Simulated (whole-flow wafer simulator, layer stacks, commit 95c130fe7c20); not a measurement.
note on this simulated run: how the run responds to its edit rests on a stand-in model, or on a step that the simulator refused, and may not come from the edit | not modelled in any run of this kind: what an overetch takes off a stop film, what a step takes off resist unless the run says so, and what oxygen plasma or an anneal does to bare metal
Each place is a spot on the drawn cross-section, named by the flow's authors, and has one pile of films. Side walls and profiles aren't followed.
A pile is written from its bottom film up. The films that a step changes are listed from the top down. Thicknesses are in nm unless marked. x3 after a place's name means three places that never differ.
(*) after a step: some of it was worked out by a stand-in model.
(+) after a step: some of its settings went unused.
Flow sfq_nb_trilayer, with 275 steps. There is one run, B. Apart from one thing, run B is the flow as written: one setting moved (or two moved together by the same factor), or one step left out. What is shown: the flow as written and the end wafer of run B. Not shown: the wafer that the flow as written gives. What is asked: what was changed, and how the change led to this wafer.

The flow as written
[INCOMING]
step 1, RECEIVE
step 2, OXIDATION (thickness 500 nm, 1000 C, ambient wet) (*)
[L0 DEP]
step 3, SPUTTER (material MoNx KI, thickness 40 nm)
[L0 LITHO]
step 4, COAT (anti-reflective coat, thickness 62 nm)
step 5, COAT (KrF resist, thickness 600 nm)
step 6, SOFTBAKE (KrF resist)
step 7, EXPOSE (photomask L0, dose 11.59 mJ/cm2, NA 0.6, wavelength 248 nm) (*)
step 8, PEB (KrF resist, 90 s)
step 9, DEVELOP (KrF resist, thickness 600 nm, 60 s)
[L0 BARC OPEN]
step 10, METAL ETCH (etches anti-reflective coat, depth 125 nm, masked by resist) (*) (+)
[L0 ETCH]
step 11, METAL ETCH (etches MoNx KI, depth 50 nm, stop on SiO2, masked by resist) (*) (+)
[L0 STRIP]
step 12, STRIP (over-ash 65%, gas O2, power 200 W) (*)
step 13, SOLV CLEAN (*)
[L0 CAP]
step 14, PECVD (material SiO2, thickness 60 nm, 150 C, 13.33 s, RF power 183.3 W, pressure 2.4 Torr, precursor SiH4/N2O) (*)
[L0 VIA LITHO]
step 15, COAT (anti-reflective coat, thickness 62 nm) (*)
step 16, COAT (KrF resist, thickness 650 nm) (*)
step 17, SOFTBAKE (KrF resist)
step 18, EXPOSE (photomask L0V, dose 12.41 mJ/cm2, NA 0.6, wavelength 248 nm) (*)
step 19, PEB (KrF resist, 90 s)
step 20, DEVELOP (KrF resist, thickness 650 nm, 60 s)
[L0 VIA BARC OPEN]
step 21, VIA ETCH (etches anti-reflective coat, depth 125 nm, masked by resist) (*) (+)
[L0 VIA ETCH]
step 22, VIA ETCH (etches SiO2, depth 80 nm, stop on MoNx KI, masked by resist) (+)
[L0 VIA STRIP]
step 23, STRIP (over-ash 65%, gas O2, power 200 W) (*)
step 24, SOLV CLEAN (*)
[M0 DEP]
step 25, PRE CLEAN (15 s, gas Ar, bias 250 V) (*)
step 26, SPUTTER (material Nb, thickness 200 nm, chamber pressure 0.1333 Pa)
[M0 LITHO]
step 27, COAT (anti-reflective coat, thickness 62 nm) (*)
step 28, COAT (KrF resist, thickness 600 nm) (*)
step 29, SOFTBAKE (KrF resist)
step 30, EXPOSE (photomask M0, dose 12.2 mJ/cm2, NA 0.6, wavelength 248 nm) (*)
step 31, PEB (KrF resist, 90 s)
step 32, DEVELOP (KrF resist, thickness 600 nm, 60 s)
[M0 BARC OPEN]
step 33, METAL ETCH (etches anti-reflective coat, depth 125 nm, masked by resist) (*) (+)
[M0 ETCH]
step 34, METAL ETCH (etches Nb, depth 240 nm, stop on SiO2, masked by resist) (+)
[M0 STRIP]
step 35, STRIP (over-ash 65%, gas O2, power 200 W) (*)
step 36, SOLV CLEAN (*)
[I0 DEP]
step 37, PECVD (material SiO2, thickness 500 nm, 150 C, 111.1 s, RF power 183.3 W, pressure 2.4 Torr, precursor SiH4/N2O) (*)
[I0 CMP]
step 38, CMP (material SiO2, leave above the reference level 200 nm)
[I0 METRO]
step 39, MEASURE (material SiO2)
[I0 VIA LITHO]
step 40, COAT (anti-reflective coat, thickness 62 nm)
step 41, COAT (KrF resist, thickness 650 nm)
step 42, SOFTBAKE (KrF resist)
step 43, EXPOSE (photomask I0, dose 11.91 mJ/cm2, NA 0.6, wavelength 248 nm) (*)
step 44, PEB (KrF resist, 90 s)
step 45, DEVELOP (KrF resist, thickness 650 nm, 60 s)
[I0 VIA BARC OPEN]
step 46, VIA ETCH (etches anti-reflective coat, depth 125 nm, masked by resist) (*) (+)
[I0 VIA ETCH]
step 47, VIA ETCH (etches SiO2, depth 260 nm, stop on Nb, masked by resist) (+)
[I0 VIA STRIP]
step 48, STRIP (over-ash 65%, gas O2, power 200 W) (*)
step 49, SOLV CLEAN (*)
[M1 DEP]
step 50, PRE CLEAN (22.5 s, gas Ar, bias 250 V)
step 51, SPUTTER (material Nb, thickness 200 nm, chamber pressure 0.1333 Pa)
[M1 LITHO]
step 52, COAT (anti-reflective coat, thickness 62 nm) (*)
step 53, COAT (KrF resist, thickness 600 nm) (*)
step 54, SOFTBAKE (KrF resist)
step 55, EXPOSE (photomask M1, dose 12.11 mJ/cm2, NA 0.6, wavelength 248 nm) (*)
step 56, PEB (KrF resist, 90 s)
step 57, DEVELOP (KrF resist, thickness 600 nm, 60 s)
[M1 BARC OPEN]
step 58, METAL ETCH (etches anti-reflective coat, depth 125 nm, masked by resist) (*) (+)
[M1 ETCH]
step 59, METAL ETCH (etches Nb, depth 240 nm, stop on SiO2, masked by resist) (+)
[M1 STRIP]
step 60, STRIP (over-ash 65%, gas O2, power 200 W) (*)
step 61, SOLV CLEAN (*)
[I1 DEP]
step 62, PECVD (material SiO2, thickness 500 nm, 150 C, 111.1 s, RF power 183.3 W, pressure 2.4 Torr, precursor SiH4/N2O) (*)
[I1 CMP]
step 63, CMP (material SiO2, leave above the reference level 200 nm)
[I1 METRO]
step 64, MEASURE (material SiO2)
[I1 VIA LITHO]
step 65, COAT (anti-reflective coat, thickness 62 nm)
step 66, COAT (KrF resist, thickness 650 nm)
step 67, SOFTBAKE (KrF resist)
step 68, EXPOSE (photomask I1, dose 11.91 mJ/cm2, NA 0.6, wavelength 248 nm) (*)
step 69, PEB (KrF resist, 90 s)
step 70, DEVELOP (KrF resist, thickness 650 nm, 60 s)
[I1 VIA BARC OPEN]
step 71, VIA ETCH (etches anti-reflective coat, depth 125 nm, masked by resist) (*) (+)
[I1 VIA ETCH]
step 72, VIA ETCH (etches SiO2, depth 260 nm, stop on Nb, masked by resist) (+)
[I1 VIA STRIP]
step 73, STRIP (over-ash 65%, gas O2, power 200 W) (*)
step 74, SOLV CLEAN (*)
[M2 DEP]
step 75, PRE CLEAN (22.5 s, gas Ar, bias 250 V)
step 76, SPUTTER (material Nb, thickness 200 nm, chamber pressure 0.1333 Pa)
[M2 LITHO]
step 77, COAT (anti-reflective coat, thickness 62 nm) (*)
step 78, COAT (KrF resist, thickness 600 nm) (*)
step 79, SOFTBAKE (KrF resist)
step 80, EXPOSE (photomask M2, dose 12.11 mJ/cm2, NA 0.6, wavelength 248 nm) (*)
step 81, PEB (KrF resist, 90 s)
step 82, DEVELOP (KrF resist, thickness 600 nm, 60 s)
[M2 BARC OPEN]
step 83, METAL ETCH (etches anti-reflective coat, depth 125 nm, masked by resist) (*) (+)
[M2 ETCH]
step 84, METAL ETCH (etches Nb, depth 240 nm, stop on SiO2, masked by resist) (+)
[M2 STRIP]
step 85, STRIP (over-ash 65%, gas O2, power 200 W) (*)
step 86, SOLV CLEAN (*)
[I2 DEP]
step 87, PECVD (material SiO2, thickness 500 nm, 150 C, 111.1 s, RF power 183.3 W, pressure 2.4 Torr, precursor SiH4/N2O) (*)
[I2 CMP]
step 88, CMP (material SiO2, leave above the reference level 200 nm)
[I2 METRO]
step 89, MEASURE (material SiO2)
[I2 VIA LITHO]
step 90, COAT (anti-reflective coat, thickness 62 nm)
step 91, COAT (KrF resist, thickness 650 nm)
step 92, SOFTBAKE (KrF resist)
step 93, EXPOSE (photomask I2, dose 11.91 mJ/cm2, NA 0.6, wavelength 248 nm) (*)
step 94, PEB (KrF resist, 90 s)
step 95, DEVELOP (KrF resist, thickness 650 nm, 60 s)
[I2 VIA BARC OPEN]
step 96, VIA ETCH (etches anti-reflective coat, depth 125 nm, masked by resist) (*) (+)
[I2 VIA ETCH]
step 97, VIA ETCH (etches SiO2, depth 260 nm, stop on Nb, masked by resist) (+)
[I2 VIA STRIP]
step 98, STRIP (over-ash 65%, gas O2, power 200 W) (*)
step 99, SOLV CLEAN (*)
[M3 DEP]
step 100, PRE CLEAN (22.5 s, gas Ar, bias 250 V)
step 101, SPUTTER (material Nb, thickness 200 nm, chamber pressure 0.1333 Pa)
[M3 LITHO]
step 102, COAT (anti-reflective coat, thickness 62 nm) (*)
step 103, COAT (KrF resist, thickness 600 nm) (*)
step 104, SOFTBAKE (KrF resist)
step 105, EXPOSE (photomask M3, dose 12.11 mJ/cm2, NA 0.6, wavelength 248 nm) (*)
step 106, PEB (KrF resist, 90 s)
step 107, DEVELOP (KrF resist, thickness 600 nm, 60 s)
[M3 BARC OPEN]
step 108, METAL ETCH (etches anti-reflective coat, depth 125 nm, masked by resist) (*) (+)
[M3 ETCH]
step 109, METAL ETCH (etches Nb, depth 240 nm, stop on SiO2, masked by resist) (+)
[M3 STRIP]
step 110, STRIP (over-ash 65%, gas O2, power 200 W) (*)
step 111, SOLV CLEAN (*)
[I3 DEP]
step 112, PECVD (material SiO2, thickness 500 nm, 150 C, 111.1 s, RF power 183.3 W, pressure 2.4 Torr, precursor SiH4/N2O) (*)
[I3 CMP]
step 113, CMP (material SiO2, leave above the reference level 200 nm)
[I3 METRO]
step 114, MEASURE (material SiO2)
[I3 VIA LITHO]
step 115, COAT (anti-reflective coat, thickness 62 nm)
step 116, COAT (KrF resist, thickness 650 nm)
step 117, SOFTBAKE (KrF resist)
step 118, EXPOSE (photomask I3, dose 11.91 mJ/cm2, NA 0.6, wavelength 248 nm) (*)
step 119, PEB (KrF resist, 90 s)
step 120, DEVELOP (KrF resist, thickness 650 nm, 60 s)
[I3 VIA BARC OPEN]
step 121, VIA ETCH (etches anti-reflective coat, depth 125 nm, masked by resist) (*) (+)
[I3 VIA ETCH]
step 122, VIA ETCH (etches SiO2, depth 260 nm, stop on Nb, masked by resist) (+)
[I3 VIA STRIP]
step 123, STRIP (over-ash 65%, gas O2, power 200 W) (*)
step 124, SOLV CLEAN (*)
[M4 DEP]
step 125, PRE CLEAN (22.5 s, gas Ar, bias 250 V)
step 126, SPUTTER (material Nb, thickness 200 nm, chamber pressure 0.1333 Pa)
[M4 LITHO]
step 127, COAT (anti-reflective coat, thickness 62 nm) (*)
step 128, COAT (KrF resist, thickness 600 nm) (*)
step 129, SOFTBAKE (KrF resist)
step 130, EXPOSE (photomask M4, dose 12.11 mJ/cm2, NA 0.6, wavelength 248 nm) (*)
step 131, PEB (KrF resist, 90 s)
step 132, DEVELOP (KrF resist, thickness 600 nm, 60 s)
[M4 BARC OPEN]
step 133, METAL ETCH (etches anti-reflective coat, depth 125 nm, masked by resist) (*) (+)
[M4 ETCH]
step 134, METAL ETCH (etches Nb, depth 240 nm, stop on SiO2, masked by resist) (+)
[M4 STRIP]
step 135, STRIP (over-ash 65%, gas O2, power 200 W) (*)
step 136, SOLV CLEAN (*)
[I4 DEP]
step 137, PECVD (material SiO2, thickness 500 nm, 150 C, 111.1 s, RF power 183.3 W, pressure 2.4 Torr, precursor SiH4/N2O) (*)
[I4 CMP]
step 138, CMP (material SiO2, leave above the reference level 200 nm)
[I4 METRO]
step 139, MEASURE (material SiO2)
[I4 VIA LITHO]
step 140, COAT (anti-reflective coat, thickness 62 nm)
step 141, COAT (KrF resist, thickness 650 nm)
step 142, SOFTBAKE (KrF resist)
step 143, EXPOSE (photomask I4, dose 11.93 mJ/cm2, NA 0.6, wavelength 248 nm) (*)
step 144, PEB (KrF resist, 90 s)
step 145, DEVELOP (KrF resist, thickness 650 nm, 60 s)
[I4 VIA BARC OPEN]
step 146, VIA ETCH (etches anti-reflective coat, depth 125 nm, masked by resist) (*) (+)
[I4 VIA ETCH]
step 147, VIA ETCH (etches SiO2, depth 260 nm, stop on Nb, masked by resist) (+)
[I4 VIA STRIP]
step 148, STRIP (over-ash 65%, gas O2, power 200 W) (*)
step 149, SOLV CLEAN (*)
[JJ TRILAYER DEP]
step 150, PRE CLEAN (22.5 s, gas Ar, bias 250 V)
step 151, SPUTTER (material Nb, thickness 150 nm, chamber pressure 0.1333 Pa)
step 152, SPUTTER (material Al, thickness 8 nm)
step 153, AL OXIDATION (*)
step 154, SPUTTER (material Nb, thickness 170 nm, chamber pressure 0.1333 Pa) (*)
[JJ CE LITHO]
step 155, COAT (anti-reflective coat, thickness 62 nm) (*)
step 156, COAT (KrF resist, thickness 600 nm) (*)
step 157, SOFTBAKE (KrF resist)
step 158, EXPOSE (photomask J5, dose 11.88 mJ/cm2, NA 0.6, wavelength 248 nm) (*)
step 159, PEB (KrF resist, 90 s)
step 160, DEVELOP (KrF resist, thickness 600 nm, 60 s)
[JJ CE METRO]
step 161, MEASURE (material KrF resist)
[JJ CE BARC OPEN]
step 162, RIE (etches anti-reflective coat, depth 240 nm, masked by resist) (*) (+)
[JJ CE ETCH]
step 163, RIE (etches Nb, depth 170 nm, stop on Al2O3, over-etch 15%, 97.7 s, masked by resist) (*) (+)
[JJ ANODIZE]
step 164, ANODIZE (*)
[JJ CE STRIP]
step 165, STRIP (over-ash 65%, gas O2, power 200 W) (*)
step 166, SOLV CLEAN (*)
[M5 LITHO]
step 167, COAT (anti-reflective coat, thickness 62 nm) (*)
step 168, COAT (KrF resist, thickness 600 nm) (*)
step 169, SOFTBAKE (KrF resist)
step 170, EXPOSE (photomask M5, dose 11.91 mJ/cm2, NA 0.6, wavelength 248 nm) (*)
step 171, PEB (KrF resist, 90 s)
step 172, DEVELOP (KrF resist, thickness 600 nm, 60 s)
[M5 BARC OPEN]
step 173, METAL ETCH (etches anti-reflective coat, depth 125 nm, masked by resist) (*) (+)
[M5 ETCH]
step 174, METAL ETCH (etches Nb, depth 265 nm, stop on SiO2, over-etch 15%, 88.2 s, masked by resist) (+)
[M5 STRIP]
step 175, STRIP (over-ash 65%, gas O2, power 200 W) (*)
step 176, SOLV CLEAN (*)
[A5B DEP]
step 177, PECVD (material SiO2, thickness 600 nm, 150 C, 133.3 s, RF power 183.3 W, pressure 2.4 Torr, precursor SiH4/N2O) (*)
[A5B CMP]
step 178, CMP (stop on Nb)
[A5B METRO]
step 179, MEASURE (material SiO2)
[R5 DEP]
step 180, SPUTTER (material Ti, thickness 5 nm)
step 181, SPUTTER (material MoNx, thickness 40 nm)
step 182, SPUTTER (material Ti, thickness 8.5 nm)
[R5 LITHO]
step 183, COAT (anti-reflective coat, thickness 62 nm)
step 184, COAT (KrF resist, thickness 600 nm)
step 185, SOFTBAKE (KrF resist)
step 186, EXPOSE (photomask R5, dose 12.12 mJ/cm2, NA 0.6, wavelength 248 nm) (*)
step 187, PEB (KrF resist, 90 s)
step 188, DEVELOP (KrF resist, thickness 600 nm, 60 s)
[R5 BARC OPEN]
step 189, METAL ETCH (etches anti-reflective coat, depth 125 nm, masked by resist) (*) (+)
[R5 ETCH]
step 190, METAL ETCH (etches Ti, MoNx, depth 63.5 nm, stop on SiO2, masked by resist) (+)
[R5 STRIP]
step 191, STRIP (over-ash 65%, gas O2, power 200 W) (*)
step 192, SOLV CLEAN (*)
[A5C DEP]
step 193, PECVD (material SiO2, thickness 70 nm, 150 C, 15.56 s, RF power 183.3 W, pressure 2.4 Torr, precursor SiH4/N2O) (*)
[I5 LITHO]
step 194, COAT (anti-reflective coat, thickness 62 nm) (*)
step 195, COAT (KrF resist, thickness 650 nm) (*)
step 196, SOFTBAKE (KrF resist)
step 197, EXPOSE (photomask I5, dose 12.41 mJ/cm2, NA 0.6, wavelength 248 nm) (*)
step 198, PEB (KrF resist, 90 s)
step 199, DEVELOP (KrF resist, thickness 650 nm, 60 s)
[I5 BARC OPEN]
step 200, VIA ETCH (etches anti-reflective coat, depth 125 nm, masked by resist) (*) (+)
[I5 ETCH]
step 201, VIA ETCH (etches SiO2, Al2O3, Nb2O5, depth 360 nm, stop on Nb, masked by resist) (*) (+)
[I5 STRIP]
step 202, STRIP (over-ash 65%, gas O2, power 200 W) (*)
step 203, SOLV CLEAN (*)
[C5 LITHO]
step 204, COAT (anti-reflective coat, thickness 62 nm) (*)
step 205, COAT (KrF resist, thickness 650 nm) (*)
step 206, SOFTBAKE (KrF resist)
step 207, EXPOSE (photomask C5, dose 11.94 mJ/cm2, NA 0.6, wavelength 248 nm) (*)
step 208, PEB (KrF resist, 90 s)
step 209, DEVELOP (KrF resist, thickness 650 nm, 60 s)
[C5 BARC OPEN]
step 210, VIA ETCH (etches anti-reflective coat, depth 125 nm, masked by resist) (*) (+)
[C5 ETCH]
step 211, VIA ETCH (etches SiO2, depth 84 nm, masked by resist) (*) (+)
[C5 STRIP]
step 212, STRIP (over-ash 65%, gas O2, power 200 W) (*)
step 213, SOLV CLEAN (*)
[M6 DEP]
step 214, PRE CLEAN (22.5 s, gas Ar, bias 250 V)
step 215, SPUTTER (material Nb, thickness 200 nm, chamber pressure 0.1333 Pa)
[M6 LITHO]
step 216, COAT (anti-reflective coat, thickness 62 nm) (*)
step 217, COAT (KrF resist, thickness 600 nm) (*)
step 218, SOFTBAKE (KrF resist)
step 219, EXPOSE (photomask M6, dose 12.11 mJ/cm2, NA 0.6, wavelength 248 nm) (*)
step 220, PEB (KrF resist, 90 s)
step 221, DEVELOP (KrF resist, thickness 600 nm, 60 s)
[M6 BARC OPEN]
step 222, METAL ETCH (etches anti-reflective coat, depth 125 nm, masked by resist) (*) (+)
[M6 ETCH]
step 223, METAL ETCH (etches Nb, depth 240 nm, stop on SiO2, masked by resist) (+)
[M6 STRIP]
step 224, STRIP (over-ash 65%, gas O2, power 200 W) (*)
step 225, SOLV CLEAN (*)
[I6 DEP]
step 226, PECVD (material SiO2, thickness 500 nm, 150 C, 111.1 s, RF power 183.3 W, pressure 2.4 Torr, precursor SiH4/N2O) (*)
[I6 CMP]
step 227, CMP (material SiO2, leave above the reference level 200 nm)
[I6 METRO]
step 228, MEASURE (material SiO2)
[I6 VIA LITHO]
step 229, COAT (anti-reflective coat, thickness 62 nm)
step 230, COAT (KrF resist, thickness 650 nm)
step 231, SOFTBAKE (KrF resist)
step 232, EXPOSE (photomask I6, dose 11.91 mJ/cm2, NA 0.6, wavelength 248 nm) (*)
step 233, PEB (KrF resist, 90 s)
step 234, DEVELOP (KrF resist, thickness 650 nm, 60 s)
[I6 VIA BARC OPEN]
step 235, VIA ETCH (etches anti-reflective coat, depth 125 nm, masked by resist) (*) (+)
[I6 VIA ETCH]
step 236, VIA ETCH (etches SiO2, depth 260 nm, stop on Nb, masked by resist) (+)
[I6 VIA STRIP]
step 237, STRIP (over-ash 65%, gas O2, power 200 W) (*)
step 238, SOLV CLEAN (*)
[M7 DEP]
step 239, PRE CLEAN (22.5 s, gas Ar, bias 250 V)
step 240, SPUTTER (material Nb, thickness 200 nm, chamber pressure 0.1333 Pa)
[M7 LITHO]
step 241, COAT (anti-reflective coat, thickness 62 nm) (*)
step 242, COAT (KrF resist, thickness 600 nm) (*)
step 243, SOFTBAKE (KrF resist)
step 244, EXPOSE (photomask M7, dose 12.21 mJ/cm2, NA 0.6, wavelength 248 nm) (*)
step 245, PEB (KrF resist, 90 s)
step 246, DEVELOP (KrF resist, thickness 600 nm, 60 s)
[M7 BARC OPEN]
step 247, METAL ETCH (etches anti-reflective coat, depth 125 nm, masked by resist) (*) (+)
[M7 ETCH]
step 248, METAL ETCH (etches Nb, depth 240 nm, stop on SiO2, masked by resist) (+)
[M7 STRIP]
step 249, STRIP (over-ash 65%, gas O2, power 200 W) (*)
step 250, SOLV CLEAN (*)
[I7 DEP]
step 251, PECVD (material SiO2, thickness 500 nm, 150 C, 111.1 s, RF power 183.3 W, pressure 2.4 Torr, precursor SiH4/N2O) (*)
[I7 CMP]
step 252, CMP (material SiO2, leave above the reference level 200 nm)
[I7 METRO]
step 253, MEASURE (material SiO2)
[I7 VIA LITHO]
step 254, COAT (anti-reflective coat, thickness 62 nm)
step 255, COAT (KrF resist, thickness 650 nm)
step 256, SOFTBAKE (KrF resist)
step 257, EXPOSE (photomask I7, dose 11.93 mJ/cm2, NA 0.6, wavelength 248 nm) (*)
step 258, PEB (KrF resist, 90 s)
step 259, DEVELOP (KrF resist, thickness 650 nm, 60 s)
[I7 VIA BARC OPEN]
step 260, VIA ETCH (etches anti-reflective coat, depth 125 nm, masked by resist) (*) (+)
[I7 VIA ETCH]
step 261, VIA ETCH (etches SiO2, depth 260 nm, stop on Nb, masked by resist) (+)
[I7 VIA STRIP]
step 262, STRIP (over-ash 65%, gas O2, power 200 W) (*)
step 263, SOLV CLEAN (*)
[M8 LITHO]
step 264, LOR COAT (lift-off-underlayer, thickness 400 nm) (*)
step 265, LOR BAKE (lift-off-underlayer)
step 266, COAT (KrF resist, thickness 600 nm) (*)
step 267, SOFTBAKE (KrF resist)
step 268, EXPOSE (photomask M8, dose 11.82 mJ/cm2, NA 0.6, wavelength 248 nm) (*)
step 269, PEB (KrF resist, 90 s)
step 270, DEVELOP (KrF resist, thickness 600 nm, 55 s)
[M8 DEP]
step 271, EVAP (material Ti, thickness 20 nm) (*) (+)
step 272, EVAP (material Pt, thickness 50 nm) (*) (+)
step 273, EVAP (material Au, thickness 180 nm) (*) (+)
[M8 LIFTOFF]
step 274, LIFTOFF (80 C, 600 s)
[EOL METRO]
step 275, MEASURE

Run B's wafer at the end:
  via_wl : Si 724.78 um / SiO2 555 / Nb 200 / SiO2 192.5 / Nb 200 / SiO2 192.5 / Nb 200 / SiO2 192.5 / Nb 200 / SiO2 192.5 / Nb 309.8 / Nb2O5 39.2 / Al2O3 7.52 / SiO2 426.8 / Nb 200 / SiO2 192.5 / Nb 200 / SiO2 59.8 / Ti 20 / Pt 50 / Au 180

The reason: step 261, VIA ETCH: depth 140 nm was run, whereas the flow has depth 260 nm.

How this came from the change, step by step:
  step 261, VIA ETCH (etches SiO2, depth 260 nm, stop on Nb, masked by resist) (+)
      via_wl, via_w, via_wr: -140 SiO2 (as written it would have been: -199.8 SiO2 (all of it))
      field_l, v_sur, via_sp and 100 more: -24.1 KrF resist (as written it would have been: -44.8 KrF resist)
  step 262, STRIP (over-ash 65%, gas O2, power 200 W) (*)
      field_l, v_sur, via_sp and 100 more: -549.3 KrF resist (all of it), -62 anti-reflective coat (all of it) (as written it would have been: -528.6 KrF resist (all of it), -62 anti-reflective coat (all of it))
  step 264, LOR COAT (lift-off-underlayer, thickness 400 nm) (*)
      via_wl, via_wr: +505 lift-off-underlayer (new film) (as written it would have been: +549.8 lift-off-underlayer (new film))
      v_sur: +378.6 lift-off-underlayer (new film) (as written it would have been: +369.4 lift-off-underlayer (new film))
      (as well as at 1 more place)
  step 270, DEVELOP (KrF resist, thickness 600 nm, 55 s)
      v_sur: -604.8 KrF resist (all of it), -378.6 lift-off-underlayer (all of it) (as written it would have been: -607.3 KrF resist (all of it), -369.4 lift-off-underlayer (all of it))
      via_wl: -616.3 KrF resist (all of it), -505 lift-off-underlayer (all of it) (as written it would have been: -623.9 KrF resist (all of it), -549.8 lift-off-underlayer (all of it))
      (as well as at 2 more places)
If metal films that touch count as one body, via_wl has 8 bodies (between them, from the top down: SiO2 59.8; SiO2 192.5; SiO2 426.8 / Al2O3 7.52 / Nb2O5 39.2; SiO2 192.5; SiO2 192.5; SiO2 192.5; SiO2 192.5); the flow as written gives 7 bodies (between them, from the top down: SiO2 192.5; SiO2 426.8 / Al2O3 7.52 / Nb2O5 39.2; SiO2 192.5; SiO2 192.5; SiO2 192.5; SiO2 192.5).
